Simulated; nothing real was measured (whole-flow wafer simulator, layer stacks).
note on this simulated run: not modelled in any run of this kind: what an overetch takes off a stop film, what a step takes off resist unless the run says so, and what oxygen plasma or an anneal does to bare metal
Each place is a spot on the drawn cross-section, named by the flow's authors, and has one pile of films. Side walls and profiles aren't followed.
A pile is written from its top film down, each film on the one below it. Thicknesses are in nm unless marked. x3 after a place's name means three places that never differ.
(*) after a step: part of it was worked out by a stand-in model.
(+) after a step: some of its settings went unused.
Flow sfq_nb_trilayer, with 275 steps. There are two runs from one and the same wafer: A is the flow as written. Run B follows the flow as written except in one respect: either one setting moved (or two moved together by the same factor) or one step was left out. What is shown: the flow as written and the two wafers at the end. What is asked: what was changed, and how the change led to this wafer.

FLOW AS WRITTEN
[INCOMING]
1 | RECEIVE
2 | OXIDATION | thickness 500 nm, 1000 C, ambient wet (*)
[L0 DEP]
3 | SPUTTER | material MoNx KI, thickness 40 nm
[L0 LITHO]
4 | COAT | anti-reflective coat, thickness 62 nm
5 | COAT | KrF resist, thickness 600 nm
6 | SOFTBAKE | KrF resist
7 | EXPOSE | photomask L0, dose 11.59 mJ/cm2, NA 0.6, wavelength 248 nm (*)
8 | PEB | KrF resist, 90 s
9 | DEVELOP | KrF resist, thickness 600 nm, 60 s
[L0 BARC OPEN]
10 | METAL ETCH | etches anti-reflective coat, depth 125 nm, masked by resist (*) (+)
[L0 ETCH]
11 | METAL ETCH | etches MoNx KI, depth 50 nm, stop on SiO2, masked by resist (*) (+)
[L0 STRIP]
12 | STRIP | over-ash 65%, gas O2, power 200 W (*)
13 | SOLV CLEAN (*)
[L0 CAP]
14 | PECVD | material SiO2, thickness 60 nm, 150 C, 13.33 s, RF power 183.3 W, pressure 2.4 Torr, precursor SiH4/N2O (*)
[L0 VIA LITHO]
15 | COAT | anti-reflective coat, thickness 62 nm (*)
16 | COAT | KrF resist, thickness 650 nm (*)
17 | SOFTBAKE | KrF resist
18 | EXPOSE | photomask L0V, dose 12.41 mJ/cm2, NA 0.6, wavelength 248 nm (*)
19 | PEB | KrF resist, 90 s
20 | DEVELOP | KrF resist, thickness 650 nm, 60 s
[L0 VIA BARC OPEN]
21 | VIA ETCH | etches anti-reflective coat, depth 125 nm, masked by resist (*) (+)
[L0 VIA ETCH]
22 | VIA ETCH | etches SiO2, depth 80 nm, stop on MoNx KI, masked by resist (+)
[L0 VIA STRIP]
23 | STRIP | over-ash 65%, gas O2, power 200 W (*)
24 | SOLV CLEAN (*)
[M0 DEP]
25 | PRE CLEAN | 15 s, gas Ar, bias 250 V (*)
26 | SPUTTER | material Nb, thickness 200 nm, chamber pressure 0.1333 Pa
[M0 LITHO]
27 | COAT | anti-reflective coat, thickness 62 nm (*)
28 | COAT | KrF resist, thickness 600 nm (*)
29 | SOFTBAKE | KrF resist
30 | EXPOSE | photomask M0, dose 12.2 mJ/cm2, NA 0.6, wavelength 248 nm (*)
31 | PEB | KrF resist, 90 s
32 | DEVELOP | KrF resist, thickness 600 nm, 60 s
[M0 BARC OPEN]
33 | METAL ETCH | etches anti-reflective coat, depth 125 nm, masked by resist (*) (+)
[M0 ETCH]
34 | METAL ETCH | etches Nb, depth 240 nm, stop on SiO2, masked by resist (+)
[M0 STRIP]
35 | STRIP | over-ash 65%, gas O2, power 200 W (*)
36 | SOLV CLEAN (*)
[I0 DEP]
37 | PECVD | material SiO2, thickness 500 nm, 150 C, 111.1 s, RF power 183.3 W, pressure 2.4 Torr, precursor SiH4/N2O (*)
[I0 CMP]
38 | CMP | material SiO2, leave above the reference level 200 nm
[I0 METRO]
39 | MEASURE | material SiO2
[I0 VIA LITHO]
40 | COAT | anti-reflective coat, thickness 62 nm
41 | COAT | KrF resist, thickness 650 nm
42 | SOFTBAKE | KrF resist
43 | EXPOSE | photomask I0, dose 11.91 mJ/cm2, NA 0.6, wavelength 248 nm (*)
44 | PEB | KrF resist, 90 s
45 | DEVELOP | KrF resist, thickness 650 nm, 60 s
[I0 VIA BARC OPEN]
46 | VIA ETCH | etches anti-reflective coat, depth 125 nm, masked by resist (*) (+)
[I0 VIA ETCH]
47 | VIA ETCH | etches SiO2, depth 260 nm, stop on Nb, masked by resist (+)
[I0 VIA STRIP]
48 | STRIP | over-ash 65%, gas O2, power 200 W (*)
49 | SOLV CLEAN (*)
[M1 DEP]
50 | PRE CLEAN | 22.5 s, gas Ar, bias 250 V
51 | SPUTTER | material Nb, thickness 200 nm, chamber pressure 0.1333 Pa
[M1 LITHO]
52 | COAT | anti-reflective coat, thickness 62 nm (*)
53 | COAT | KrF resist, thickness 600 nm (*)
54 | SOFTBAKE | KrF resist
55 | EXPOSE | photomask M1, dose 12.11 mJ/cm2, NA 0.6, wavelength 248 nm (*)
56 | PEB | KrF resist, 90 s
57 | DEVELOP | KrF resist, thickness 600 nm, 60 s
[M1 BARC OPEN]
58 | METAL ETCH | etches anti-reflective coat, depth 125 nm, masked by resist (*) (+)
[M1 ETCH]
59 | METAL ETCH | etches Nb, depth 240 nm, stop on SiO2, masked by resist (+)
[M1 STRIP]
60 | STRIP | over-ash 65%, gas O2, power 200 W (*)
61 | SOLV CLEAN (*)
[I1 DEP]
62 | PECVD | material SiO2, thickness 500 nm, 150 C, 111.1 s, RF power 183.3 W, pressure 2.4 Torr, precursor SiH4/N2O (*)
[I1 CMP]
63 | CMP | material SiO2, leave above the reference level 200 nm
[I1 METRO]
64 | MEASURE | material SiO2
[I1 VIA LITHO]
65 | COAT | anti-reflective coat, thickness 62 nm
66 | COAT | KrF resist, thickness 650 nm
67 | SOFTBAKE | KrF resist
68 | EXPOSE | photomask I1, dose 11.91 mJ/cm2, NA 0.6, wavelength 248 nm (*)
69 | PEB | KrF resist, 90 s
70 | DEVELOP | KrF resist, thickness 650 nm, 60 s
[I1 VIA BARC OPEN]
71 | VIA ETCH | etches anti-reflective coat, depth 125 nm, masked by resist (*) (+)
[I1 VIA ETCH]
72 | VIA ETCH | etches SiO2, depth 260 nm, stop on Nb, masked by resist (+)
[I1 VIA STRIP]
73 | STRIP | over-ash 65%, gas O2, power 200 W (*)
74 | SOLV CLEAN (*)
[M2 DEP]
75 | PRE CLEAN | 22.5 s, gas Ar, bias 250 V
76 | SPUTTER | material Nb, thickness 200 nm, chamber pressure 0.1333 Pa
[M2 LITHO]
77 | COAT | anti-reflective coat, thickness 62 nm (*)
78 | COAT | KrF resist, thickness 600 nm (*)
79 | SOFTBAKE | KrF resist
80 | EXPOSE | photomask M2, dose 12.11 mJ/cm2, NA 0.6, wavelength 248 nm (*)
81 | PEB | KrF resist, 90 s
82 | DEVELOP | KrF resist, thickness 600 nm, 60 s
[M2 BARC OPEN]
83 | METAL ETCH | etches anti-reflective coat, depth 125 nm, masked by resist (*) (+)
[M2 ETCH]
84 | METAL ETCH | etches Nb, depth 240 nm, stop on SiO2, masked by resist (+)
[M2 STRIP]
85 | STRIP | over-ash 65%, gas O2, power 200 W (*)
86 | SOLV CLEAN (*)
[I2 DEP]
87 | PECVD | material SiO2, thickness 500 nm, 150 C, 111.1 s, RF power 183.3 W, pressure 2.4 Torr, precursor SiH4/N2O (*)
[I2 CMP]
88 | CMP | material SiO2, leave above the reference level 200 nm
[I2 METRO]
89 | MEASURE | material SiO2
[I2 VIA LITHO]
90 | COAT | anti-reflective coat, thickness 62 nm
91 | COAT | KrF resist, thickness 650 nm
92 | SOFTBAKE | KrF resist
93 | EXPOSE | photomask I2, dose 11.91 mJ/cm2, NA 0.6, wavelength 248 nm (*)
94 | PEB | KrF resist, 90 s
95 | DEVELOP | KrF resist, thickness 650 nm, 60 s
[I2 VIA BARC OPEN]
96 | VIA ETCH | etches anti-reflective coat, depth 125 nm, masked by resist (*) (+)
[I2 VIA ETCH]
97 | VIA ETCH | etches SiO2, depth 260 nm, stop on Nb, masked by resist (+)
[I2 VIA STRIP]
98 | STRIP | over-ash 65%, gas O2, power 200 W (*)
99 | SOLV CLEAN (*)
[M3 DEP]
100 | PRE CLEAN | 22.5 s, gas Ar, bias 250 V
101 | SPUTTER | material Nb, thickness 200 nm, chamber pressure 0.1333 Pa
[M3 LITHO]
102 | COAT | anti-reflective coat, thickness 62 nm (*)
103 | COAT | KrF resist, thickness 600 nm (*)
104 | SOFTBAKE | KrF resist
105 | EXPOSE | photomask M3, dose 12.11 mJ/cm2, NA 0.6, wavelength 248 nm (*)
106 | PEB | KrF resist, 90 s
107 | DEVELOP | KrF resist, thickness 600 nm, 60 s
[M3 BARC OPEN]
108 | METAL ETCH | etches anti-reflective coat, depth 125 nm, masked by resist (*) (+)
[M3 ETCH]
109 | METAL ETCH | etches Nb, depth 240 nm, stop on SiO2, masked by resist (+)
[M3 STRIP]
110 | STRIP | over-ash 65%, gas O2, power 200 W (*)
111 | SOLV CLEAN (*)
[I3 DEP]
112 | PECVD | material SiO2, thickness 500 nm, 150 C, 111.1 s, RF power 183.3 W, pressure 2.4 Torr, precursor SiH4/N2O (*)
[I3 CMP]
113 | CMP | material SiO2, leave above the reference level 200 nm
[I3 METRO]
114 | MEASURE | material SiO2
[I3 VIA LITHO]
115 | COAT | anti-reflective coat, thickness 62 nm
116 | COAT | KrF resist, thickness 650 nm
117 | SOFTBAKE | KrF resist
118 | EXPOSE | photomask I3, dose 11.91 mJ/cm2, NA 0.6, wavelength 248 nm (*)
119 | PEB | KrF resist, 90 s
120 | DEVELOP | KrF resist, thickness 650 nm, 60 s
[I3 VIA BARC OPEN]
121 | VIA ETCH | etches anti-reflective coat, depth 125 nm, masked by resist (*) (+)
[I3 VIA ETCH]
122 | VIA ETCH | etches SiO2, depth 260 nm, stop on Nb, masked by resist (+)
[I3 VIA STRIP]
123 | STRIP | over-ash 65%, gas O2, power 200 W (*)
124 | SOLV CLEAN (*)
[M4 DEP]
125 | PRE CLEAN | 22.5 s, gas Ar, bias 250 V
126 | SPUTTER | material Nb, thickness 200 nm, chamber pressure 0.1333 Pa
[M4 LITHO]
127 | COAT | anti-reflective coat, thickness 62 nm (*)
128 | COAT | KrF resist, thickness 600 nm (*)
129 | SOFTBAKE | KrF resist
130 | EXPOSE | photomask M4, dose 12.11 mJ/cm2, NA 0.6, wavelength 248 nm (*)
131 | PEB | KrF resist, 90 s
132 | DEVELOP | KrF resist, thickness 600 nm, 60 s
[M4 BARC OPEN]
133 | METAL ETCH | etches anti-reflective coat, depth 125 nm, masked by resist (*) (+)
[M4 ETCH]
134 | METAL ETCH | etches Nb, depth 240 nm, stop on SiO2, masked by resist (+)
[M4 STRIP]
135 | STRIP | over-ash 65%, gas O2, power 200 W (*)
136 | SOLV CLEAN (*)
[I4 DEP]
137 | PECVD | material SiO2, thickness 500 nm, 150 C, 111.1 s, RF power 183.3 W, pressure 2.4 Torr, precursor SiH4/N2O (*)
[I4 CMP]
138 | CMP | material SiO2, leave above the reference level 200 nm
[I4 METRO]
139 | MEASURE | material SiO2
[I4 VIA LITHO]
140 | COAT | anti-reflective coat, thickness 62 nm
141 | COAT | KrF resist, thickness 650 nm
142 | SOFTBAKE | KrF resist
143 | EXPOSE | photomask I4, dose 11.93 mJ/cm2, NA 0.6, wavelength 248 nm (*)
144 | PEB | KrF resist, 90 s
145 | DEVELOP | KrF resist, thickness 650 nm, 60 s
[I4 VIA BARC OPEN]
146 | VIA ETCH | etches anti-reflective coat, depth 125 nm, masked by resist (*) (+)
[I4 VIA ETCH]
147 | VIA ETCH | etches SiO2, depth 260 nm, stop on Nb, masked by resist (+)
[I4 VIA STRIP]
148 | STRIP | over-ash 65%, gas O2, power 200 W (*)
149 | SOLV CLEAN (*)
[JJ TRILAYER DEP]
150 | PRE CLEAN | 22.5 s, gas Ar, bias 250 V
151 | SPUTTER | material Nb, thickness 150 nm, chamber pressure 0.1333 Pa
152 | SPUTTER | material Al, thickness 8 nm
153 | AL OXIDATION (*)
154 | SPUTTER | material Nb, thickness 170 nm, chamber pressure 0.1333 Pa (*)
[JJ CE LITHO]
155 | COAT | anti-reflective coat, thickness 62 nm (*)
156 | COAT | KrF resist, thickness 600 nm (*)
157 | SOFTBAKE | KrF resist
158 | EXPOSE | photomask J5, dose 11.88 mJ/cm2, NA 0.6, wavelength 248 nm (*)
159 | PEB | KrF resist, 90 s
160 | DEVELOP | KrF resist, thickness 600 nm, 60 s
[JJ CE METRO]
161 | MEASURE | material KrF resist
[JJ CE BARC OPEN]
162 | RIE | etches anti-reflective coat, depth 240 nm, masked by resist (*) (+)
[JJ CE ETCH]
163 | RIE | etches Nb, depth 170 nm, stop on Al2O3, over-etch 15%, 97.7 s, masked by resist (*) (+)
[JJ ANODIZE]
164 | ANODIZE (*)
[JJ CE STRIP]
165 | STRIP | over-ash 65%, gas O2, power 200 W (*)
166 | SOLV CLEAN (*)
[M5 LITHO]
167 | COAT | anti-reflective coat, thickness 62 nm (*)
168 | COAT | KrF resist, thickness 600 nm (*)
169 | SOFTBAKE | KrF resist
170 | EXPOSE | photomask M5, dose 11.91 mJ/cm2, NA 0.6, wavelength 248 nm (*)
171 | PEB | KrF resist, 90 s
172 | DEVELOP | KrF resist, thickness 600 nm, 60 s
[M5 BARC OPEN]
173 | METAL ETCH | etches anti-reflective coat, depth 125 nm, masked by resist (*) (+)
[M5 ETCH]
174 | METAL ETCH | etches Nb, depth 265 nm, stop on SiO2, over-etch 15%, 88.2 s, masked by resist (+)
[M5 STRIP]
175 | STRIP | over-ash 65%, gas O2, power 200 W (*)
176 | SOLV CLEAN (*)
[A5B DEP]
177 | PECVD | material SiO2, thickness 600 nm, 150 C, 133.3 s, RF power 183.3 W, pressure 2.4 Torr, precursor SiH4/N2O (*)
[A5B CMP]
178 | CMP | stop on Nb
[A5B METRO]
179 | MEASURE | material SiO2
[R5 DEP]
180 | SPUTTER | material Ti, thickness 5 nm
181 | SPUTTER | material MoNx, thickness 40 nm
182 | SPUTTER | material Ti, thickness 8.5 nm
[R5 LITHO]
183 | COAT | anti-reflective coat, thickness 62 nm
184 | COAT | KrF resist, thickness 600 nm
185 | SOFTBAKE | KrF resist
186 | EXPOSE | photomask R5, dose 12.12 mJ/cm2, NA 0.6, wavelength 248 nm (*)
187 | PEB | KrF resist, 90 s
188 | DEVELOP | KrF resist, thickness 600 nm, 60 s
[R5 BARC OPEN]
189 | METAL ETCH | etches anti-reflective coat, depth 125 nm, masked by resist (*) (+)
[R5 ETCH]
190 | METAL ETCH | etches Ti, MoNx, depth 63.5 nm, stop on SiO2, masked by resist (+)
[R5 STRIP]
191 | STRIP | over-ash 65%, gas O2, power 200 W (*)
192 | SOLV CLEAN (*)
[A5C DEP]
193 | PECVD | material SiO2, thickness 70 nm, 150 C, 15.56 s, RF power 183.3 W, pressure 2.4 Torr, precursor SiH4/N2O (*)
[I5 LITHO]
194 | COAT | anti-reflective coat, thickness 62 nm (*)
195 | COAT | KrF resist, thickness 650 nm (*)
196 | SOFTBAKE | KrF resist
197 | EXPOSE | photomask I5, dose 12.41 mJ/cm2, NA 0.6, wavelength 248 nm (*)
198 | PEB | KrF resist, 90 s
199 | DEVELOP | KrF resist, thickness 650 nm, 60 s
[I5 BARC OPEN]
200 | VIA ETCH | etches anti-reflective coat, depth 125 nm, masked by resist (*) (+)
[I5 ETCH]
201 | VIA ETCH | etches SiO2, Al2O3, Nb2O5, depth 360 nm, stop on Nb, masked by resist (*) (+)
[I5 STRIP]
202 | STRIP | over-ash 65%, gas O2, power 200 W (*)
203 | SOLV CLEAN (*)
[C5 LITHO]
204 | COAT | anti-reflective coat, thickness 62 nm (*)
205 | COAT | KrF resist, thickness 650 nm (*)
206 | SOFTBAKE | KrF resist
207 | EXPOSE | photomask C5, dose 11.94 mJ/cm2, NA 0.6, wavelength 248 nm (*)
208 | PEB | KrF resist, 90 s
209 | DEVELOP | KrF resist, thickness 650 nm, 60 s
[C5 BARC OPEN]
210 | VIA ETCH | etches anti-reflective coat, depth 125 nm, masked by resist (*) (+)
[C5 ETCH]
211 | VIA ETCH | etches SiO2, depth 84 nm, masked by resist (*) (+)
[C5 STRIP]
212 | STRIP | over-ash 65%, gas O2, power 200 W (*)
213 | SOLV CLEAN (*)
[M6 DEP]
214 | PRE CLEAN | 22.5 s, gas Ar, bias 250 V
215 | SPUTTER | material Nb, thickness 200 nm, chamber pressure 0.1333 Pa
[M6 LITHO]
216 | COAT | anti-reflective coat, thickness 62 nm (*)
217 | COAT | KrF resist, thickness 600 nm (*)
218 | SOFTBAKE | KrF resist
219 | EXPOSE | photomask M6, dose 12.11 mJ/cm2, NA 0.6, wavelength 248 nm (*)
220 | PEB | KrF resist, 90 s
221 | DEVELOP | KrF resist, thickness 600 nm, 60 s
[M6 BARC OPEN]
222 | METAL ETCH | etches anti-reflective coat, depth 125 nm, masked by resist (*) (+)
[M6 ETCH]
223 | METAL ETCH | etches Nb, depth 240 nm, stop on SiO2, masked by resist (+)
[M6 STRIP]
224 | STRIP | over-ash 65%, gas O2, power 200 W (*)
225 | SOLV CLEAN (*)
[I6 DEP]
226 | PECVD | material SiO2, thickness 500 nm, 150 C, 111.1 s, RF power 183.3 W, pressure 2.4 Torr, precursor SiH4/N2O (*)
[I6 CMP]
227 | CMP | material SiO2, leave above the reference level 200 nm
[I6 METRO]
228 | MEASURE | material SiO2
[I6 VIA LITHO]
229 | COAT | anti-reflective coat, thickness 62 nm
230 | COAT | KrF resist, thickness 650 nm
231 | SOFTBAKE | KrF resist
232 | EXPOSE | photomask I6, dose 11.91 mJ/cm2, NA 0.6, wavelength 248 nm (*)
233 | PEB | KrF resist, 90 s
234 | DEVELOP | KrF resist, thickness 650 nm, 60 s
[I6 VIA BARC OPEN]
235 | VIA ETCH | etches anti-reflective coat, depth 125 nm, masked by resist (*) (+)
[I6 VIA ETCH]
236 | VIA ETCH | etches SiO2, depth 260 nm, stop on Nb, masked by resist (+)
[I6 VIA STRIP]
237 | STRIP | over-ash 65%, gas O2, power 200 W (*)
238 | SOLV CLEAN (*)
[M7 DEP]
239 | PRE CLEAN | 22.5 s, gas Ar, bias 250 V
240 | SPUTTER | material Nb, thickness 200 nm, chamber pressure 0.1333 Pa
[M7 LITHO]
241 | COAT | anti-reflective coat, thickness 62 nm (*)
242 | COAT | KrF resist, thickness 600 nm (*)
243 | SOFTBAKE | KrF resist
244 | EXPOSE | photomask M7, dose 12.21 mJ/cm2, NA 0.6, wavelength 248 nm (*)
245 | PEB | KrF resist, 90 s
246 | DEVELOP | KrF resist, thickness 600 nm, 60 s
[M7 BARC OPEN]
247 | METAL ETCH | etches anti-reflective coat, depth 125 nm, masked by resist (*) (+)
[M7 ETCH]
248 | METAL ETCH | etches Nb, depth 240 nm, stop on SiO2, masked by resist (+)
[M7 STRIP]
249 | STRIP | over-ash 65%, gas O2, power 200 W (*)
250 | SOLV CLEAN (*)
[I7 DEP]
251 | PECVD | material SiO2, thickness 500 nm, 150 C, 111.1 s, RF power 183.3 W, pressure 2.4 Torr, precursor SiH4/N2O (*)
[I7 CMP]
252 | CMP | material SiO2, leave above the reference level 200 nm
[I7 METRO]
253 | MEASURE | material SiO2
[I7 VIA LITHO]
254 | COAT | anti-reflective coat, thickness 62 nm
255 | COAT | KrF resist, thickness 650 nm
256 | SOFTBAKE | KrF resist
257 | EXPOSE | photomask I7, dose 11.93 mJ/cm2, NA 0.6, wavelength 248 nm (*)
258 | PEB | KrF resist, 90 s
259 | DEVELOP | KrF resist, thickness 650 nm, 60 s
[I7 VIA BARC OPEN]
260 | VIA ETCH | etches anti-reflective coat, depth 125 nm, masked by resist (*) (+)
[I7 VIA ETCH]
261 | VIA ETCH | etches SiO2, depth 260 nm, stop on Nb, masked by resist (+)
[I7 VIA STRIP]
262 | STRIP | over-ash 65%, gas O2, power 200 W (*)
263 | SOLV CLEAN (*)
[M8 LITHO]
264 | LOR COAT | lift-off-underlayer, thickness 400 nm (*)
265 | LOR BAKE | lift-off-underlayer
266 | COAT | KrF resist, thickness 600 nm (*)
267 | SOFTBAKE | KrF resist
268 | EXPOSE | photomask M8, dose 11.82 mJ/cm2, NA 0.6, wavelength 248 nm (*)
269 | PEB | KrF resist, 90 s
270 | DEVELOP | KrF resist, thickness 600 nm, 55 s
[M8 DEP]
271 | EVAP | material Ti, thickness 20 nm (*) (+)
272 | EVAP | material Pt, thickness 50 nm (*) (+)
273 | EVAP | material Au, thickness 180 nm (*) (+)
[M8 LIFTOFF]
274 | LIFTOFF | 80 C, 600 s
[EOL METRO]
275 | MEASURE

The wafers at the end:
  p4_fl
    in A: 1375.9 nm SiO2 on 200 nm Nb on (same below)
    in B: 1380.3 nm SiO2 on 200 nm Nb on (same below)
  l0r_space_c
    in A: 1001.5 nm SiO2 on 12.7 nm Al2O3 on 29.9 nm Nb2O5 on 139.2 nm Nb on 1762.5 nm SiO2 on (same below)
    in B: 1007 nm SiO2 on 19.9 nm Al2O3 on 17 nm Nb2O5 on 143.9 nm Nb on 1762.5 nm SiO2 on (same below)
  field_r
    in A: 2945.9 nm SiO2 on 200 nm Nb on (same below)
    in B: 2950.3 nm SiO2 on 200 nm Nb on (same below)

The reason: step 152, SPUTTER: thickness 12.4 nm was run, whereas the flow has thickness 8 nm.

The path from the change to this, step by step:
  152 | SPUTTER | material Al, thickness 8 nm
      field_l, v_sur, via_sp and 100 more: A Al gains 8 (new film) | B Al gains 12.4 (new film)
      via_wl, via_wr: A Al gains 5.14 (new film) | B Al gains 7.96 (new film)
      (also at 1 further place)
  155 | COAT | anti-reflective coat, thickness 62 nm (*)
      via_wl, via_wr: A anti-reflective coat gains 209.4 (new film) | B anti-reflective coat gains 213.8 (new film)
  162 | RIE | etches anti-reflective coat, depth 240 nm, masked by resist (*) (+)
      ce_l, c5j, ce_r, wl_jj: A KrF resist loses 209.4 | B KrF resist loses 213.8
      via_wl, via_wr: A anti-reflective coat loses 209.4 (all of it) | B anti-reflective coat loses 213.8 (all of it)
  164 | ANODIZE (*)
      field_l, v_sur, via_sp and 96 more: A Al2O3 gains 12.2, Nb2O5 gains 29.9 (new film), Al loses 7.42 (all of it), Nb loses 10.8 | B Al2O3 gains 19.5, Nb2O5 gains 17 (new film), Al loses 11.8 (all of it), Nb loses 6.11
      via_wl, via_wr: A Al2O3 gains 7.52 (new film), Nb2O5 gains 39.2 (new film), Al loses 4.56 (all of it), Nb loses 14.1 | B Al2O3 gains 12.2 (new film), Nb2O5 gains 30.9 (new film), Al loses 7.38 (all of it), Nb loses 11.1
      (also at 1 further place)
  167 | COAT | anti-reflective coat, thickness 62 nm (*)
      ce_l: A anti-reflective coat gains 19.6 (new film) | B anti-reflective coat gains 18.3 (new film)
      c5j: A anti-reflective coat gains 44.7 (new film) | B anti-reflective coat gains 43.8 (new film)
      (also at 1 further place)
  174 | METAL ETCH | etches Nb, depth 265 nm, stop on SiO2, over-etch 15%, 88.2 s, masked by resist (+)
      field_l, r_sur, res and 50 more: A Al2O3 loses 12.6 (all of it), Nb2O5 loses 29.9 (all of it), Nb loses 139.2 (all of it), SiO2 loses 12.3 | B Al2O3 loses 19.9 (all of it), Nb2O5 loses 17 (all of it), Nb loses 143.9 (all of it), SiO2 loses 12.4
  175 | STRIP | over-ash 65%, gas O2, power 200 W (*)
      ce_l: A KrF resist loses 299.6 (all of it), anti-reflective coat loses 19.6 (all of it) | B KrF resist loses 296.9 (all of it), anti-reflective coat loses 18.3 (all of it)
      c5j: A KrF resist loses 279 (all of it), anti-reflective coat loses 44.7 (all of it) | B KrF resist loses 276 (all of it), anti-reflective coat loses 43.8 (all of it)
      (also at 1 further place)
  178 | CMP | stop on Nb
      via_wl, via_wr: A SiO2 loses 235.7 | B SiO2 loses 230.6
      via_w: A SiO2 loses 235.2 | B SiO2 loses 229.9
  201 | VIA ETCH | etches SiO2, Al2O3, Nb2O5, depth 360 nm, stop on Nb, masked by resist (*) (+)
      be: A SiO2 loses 216.4 (all of it), Al2O3 loses 12.7 (all of it), Nb2O5 loses 29.9 (all of it) | B SiO2 loses 221.8 (all of it), Al2O3 loses 19.9 (all of it), Nb2O5 loses 17 (all of it)
